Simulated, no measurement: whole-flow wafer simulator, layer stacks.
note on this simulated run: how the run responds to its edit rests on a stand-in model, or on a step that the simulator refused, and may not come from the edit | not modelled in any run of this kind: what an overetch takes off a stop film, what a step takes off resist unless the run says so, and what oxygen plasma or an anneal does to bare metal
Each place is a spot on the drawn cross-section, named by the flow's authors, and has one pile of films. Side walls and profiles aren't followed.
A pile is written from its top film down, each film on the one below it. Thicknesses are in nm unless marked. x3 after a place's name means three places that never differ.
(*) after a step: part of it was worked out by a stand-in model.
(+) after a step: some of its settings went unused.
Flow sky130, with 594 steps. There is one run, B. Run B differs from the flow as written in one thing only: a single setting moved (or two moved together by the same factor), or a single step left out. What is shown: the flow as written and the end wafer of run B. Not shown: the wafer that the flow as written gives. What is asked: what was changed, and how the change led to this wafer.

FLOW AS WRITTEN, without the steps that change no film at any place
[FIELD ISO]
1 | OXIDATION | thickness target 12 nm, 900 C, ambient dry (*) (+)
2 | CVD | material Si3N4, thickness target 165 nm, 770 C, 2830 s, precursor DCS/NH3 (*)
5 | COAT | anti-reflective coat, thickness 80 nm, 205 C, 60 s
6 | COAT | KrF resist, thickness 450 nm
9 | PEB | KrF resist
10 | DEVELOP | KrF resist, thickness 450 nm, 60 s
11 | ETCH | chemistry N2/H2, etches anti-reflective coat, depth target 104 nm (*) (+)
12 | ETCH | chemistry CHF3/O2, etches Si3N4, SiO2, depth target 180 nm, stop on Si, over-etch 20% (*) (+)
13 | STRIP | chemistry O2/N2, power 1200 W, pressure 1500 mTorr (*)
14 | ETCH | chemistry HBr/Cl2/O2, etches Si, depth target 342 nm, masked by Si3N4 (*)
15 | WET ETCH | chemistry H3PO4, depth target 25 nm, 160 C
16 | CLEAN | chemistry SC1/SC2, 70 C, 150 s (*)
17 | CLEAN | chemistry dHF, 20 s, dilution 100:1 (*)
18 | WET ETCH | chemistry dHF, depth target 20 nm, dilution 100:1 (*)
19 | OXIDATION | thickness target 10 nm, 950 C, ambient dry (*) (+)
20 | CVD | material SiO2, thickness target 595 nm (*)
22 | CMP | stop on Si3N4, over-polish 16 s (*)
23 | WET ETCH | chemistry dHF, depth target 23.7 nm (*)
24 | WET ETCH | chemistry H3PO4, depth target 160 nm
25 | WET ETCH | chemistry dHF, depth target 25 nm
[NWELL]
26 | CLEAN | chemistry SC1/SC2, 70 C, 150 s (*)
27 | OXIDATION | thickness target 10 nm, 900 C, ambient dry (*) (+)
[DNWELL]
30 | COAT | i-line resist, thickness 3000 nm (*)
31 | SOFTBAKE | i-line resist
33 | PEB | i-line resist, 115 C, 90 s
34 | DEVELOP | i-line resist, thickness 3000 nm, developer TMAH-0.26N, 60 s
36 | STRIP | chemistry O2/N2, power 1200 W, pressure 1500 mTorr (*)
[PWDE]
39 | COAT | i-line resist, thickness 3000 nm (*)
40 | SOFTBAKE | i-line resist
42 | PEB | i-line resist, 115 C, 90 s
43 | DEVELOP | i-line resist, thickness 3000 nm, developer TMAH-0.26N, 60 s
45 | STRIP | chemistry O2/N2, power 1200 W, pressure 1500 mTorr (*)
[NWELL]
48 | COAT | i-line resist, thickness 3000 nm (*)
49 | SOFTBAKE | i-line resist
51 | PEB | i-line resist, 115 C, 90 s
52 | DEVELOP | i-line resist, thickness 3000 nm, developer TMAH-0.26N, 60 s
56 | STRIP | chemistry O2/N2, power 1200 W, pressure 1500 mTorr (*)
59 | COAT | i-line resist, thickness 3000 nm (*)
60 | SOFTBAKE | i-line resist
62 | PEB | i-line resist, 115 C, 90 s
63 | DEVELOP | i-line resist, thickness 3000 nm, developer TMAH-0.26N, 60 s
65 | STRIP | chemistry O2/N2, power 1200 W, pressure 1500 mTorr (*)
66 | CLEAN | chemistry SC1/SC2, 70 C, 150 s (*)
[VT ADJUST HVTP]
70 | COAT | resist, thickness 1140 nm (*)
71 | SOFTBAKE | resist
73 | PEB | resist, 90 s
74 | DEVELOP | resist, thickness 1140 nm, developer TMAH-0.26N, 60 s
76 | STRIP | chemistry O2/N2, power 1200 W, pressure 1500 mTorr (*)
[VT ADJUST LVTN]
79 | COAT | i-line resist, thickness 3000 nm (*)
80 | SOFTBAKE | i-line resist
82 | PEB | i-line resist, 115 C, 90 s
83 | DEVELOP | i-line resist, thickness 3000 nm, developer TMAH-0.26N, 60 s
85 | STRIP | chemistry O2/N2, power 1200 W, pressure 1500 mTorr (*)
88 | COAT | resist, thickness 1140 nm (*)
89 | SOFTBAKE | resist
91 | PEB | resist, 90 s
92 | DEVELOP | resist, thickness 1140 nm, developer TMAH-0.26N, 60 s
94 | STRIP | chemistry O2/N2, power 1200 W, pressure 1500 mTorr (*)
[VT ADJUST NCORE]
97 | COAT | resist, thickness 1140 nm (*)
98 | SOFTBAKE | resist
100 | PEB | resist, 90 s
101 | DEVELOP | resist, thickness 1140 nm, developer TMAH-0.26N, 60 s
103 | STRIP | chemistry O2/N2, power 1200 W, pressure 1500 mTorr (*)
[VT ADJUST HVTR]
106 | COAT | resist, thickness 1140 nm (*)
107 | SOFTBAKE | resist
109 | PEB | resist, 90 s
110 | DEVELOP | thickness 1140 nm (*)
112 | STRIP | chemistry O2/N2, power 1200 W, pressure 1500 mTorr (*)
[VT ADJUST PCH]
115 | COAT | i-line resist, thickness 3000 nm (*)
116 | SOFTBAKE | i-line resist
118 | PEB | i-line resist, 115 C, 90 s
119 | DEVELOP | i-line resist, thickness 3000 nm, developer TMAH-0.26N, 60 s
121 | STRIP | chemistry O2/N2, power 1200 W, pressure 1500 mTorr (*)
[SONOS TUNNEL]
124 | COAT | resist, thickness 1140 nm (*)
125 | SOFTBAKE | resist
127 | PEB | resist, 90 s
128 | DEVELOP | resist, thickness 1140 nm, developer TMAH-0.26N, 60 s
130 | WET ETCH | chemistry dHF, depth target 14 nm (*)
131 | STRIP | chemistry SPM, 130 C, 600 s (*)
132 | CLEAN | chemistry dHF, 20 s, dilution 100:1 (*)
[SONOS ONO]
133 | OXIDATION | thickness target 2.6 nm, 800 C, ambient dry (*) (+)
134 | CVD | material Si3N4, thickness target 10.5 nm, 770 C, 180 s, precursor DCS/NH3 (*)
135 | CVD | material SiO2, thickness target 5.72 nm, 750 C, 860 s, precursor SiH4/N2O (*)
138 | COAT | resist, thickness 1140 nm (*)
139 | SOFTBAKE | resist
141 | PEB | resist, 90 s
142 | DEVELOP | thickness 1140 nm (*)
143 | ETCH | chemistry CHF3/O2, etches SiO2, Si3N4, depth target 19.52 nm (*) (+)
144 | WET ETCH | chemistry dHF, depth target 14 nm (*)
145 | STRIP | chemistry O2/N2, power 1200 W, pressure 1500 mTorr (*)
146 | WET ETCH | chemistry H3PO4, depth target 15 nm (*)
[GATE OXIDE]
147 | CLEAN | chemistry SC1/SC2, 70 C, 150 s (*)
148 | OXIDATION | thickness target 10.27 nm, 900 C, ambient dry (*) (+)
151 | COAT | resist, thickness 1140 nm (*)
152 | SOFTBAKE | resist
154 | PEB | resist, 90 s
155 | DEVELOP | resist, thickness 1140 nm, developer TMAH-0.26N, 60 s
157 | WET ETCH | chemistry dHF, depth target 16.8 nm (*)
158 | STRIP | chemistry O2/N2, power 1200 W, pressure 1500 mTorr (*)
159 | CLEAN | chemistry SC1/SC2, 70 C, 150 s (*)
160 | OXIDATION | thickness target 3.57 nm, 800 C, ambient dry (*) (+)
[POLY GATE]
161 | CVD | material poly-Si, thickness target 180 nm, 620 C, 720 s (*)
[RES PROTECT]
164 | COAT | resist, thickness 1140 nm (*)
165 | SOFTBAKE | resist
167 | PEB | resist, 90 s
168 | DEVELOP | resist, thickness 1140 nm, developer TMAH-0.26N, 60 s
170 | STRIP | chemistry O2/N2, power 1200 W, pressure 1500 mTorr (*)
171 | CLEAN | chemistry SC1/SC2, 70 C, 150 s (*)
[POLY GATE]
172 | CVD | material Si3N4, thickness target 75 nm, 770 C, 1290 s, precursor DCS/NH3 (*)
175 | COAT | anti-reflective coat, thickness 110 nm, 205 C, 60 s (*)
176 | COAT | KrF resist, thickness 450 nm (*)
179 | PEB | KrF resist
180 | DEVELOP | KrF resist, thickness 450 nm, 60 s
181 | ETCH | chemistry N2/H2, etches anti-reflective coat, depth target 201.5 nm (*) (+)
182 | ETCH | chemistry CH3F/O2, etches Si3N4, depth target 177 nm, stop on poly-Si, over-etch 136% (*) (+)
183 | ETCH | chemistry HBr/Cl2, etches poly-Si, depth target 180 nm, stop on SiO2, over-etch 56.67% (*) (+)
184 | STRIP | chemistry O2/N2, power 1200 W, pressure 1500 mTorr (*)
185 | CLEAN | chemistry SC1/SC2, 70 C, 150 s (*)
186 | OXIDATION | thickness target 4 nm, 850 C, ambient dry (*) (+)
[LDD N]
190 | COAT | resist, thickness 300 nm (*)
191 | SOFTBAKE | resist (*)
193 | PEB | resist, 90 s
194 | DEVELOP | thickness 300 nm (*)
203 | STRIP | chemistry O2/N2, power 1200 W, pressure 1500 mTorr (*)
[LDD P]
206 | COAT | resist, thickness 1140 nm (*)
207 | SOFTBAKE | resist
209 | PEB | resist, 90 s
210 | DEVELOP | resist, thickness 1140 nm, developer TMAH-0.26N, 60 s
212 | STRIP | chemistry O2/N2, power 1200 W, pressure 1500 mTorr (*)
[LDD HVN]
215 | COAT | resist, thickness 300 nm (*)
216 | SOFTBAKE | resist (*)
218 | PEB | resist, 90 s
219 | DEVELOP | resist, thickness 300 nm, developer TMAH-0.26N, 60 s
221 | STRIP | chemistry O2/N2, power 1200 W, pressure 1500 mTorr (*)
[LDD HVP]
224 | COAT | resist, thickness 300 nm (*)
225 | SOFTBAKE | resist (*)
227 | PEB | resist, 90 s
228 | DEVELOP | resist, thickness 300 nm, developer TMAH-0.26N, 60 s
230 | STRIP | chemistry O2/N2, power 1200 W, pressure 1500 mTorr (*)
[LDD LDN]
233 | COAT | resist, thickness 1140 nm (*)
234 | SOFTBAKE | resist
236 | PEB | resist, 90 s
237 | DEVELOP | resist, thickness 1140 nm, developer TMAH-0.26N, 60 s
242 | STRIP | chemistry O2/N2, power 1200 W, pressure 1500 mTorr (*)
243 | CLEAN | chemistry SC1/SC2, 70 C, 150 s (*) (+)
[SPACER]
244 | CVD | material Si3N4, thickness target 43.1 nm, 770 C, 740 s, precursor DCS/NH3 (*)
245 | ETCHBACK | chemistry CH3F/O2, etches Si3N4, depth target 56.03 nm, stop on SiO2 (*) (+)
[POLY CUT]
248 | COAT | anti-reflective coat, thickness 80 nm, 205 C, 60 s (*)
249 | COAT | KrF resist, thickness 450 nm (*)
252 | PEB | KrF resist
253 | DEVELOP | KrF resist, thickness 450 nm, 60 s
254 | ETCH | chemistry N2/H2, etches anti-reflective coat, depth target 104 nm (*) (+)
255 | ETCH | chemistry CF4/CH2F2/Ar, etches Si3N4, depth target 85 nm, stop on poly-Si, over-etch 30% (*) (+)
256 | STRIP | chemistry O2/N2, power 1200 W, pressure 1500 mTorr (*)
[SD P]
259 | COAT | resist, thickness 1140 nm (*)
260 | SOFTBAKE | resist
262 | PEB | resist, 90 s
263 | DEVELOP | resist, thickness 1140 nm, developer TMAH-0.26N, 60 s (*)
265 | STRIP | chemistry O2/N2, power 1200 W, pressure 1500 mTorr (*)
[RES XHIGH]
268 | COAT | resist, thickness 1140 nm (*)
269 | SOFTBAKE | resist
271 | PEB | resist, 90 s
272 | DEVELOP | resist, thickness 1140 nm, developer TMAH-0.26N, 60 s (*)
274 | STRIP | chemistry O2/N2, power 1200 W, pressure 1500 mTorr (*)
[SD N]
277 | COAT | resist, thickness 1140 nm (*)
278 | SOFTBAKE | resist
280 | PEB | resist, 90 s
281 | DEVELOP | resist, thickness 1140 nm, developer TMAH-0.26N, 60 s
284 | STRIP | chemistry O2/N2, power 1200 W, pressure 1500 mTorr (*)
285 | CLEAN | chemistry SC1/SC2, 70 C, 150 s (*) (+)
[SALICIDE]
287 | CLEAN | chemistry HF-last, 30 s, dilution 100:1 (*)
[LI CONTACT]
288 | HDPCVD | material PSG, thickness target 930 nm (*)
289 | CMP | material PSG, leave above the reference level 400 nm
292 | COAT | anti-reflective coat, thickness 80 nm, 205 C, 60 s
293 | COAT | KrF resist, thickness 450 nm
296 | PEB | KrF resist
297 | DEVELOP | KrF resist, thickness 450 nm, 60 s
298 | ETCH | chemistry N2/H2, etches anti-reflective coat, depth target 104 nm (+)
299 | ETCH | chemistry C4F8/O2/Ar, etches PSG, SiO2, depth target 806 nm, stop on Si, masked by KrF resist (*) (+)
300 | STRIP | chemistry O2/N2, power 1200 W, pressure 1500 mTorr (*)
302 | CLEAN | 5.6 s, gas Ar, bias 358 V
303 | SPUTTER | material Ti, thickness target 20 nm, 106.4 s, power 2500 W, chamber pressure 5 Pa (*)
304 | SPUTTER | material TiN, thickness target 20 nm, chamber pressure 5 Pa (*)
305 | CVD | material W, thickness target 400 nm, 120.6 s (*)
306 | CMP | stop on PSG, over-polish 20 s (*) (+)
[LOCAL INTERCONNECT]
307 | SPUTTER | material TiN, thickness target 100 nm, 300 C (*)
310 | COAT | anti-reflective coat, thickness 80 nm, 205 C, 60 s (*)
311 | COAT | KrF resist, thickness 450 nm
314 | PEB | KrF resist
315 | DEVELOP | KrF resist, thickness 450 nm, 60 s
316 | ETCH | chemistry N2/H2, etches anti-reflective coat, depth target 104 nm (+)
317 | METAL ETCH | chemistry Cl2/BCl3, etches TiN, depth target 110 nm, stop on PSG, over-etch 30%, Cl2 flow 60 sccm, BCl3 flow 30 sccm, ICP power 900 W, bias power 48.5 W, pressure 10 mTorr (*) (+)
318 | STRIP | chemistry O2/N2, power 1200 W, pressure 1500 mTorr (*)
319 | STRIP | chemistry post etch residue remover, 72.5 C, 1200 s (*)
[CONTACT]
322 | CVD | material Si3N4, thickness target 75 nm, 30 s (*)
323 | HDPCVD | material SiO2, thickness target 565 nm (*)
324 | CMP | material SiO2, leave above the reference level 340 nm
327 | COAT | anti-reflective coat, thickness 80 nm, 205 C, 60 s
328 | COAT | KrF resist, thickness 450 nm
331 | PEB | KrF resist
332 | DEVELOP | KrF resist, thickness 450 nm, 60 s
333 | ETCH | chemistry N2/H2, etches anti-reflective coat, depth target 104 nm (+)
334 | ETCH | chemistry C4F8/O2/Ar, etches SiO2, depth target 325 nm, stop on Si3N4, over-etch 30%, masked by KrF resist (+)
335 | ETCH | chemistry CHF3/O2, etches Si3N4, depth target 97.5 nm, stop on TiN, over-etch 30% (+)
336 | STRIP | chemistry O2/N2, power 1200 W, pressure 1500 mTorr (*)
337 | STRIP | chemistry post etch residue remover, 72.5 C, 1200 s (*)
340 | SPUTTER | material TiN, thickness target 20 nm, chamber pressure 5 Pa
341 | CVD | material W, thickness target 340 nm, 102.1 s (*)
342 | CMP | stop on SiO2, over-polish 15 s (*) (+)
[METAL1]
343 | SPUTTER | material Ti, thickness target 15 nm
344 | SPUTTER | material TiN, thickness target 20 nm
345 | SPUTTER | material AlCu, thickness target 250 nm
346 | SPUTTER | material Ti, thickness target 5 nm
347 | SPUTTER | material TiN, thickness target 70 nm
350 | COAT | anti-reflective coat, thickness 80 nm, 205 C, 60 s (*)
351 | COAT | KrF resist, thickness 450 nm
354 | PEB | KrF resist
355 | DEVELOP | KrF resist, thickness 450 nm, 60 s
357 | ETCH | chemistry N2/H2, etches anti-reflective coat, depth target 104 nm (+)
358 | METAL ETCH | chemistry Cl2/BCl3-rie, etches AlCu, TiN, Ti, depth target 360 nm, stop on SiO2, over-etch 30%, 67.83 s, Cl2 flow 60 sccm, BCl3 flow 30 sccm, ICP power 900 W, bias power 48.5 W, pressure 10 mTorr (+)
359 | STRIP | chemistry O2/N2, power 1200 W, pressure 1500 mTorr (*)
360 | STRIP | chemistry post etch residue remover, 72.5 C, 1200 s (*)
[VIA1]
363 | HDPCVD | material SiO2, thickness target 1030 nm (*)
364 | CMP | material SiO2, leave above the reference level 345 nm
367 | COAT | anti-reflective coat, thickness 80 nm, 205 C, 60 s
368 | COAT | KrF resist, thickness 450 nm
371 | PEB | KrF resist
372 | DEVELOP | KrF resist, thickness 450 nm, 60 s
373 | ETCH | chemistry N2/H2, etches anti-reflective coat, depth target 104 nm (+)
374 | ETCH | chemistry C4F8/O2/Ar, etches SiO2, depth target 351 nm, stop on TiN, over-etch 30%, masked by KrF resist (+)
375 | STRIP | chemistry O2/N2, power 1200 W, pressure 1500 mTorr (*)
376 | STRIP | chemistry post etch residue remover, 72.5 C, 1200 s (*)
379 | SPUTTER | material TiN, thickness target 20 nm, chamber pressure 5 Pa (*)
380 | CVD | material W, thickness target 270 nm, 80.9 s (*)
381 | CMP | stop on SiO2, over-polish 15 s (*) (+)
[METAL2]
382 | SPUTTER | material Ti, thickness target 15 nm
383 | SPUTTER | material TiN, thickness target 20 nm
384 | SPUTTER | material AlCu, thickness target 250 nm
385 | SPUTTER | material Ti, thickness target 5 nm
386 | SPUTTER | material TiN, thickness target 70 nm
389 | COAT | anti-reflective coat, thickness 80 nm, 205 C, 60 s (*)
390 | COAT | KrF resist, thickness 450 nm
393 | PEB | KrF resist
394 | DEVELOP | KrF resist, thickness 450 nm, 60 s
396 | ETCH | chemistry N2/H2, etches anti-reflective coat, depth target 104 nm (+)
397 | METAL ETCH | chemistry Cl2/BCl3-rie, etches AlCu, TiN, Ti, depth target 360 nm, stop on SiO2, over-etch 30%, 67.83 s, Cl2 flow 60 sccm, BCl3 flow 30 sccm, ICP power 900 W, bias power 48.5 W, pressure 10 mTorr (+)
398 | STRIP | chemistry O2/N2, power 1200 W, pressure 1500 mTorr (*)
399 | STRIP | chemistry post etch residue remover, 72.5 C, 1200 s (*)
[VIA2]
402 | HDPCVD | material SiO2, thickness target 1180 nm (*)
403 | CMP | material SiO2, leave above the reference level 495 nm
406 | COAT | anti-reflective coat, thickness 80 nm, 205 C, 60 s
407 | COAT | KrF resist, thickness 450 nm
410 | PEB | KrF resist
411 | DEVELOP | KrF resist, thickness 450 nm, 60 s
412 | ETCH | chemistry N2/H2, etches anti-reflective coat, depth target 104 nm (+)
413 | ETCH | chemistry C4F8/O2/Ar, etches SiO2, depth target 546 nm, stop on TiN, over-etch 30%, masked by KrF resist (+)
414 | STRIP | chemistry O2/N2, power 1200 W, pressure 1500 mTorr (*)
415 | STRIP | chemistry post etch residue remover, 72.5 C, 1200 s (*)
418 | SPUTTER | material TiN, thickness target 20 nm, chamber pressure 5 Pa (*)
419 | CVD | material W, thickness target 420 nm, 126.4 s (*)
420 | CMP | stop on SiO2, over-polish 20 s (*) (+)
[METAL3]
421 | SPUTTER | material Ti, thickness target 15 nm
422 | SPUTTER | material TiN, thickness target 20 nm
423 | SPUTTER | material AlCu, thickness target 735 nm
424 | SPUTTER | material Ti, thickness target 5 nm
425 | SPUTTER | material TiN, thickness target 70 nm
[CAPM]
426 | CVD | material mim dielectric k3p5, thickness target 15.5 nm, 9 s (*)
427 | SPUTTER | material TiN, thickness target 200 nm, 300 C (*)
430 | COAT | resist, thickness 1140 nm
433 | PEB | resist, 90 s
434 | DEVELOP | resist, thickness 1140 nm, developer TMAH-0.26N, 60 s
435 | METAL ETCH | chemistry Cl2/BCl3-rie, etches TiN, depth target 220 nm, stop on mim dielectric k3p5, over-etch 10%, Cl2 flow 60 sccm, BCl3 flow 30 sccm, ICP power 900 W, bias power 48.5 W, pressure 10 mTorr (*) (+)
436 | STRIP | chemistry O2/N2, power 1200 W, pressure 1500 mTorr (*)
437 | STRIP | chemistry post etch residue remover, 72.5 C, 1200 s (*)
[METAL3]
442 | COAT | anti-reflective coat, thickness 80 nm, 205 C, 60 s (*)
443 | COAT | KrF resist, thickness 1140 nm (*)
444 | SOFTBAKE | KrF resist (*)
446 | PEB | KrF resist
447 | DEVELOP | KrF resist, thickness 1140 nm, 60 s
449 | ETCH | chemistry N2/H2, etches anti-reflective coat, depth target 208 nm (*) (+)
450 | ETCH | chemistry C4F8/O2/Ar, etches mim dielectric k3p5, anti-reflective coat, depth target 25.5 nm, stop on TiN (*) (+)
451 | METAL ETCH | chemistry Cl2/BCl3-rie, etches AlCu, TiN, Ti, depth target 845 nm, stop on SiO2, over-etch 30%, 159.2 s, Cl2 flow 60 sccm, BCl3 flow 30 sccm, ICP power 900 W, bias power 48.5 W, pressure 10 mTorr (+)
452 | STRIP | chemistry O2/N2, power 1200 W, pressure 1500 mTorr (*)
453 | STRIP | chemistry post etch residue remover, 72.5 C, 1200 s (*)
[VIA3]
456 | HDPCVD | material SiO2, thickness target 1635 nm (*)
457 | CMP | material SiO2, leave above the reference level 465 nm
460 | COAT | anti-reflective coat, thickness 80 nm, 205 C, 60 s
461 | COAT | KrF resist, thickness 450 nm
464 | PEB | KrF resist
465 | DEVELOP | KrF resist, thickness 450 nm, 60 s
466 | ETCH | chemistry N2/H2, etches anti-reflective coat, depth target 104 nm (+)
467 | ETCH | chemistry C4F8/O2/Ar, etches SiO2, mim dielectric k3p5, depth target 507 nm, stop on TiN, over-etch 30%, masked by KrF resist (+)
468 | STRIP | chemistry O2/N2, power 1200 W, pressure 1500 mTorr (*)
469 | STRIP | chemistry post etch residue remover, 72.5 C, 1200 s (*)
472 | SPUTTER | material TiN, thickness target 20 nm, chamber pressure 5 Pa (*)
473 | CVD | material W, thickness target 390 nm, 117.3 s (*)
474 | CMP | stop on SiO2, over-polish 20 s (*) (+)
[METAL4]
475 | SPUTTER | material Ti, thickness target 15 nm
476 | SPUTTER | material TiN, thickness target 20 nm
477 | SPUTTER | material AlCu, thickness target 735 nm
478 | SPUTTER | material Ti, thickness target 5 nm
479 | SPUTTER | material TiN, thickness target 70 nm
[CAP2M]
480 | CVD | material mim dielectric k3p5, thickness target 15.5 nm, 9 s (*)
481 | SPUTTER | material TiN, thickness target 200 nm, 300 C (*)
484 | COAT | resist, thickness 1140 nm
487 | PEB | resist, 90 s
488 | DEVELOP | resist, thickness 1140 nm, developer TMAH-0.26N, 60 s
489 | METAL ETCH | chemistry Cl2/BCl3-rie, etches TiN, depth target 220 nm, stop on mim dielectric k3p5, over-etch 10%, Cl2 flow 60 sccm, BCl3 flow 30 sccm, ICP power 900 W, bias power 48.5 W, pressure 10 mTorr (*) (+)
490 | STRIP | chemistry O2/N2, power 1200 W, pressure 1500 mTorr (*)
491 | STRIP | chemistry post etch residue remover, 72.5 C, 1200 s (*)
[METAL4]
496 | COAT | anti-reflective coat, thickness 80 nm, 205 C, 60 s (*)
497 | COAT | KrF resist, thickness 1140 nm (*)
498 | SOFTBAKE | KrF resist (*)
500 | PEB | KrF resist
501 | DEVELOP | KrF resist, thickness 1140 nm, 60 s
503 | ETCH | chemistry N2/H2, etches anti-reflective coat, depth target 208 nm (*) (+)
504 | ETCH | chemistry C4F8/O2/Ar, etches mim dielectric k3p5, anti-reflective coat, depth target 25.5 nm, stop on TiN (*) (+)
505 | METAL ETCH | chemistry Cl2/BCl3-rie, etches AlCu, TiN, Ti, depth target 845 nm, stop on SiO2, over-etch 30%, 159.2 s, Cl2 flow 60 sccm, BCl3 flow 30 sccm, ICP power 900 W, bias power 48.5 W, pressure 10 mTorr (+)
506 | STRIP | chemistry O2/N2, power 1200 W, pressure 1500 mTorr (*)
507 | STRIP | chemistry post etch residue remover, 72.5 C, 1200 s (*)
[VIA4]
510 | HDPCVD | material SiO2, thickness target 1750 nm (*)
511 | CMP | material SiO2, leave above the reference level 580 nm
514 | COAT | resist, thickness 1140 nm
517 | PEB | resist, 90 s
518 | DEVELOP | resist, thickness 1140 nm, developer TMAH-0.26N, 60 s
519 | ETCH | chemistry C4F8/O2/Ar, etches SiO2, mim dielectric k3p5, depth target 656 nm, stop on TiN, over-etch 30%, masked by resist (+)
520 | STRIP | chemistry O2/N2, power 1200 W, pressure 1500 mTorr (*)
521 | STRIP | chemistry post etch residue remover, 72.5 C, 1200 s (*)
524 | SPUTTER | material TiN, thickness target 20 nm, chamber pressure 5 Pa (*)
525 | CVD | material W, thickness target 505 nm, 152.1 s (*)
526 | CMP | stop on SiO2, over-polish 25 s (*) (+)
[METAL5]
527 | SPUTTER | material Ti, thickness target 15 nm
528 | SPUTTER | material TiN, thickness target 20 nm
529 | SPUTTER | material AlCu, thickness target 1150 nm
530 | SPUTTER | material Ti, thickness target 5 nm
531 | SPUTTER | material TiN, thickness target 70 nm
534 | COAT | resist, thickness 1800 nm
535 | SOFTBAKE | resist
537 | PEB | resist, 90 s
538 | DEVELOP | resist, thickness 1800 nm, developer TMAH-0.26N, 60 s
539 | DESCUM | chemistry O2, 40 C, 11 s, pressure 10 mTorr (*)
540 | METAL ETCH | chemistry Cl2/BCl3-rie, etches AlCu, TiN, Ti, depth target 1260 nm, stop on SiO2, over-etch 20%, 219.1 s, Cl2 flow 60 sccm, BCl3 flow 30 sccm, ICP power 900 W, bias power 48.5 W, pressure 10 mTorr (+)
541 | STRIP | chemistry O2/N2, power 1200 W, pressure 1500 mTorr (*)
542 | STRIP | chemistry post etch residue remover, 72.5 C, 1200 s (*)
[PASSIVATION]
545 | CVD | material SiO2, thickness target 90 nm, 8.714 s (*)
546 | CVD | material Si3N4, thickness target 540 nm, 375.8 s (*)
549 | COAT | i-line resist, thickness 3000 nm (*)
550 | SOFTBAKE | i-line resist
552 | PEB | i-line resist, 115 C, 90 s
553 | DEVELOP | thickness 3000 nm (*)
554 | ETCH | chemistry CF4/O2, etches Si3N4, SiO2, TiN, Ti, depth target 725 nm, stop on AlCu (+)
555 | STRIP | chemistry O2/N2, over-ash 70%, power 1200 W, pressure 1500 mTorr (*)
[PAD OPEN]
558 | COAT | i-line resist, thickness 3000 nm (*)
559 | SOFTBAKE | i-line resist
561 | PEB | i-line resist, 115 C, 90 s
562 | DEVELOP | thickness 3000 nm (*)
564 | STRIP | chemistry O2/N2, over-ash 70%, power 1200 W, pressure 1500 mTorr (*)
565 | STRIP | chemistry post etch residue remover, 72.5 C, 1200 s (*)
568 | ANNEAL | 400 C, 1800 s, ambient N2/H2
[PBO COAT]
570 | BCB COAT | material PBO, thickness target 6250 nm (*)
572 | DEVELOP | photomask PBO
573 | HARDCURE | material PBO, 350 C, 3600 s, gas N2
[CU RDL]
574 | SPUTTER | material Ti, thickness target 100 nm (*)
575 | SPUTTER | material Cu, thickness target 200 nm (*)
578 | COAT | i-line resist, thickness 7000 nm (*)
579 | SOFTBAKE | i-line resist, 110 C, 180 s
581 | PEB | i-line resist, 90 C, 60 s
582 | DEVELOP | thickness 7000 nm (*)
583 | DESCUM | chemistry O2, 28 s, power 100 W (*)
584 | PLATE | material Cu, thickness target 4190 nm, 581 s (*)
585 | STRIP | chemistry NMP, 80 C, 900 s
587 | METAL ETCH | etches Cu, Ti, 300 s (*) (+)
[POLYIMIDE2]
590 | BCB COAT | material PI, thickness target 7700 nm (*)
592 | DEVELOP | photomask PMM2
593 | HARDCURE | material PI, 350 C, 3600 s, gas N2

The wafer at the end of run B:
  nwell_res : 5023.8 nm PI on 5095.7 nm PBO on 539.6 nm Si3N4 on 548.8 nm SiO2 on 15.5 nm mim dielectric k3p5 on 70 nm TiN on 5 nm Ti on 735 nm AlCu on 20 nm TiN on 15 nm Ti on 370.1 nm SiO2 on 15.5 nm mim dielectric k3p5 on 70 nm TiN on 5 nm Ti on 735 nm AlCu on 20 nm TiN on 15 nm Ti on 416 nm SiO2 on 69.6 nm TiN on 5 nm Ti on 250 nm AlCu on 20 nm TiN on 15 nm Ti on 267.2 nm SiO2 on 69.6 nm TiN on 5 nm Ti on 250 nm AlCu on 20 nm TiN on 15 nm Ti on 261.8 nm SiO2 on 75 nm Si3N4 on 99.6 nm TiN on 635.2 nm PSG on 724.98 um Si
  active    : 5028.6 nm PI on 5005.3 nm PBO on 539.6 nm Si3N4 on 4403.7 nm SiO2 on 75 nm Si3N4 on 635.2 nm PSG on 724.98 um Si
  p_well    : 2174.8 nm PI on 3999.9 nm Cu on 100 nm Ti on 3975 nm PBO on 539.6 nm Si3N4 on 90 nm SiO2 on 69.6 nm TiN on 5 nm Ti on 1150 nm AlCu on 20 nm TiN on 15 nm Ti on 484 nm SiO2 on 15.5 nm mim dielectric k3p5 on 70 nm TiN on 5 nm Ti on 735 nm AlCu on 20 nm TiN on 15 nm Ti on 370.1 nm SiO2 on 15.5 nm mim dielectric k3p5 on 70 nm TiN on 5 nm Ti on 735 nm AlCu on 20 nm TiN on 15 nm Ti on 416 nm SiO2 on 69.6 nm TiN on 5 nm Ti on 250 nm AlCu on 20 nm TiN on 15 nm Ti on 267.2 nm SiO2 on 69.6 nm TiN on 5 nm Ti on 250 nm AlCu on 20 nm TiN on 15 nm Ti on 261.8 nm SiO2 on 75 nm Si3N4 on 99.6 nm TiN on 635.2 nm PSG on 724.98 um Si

The reason: step 186, OXIDATION: thickness target 4 nm, 850 C, ambient dry (*) (+), was omitted.

The path from the change to this, step by step:
  248 | COAT | anti-reflective coat, thickness 80 nm, 205 C, 60 s (*)
      gate_hv: +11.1 anti-reflective coat (new film) (as written it would have been: +11.8 anti-reflective coat (new film))
      gate_p_hv: +15.7 anti-reflective coat (new film) (as written it would have been: +17 anti-reflective coat (new film))
      (as well as at 2 more places)
  256 | STRIP | chemistry O2/N2, power 1200 W, pressure 1500 mTorr (*)
      gate_hv: -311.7 KrF resist (all of it), -11.1 anti-reflective coat (all of it) (as written it would have been: -311.5 KrF resist (all of it), -11.8 anti-reflective coat (all of it))
      gate_p_hv: -325.8 KrF resist (all of it), -15.7 anti-reflective coat (all of it) (as written it would have been: -325.1 KrF resist (all of it), -17 anti-reflective coat (all of it))
      (as well as at 2 more places)
  287 | CLEAN | chemistry HF-last, 30 s, dilution 100:1 (*)
      active, p_well, sd_n and 19 more: -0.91 SiO2 (all of it) (as written it would have been: -1.31 SiO2)
      ndiff_dn: -1.14 SiO2 (all of it) (as written it would have been: -1.31 SiO2)
  299 | ETCH | chemistry C4F8/O2/Ar, etches PSG, SiO2, depth target 806 nm, stop on Si, masked by KrF resist (*) (+)
      contact, ndiff_licon, ndiff_licon_cpp: -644 PSG (all of it) (as written it would have been: -643.6 PSG (all of it), -1.16 SiO2 (all of it))
